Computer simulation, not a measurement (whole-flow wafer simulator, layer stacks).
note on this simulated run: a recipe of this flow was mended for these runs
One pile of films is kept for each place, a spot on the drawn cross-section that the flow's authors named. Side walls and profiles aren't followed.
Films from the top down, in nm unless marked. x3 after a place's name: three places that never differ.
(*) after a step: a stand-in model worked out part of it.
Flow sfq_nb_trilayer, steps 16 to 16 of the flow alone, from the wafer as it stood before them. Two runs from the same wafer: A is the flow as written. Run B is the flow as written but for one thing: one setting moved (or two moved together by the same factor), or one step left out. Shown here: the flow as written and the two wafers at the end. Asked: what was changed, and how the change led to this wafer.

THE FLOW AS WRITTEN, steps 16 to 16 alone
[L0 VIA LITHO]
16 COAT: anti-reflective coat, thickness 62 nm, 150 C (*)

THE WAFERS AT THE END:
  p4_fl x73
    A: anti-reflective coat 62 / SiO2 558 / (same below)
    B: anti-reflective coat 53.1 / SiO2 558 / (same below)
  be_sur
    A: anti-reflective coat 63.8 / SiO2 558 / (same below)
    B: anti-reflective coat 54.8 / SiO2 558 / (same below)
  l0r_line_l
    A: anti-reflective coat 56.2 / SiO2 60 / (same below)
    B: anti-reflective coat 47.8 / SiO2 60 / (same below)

The cause: step 16, COAT: thickness 53.1 nm was run, where the flow has thickness 62 nm.
It can be read off the wafer: p4_fl x73 has anti-reflective coat 53.1, and step 16 as written asks for 62 nm.

How the change led to this, step by step:
  16 COAT: anti-reflective coat, thickness 62 nm, 150 C (*)
      p4_fl x73: A anti-reflective coat +62 (new film) | B anti-reflective coat +53.1 (new film)
      be_sur, gap, jj_sur and 8 more: A anti-reflective coat +63.8 (new film) | B anti-reflective coat +54.8 (new film)
      (and at 22 more places)
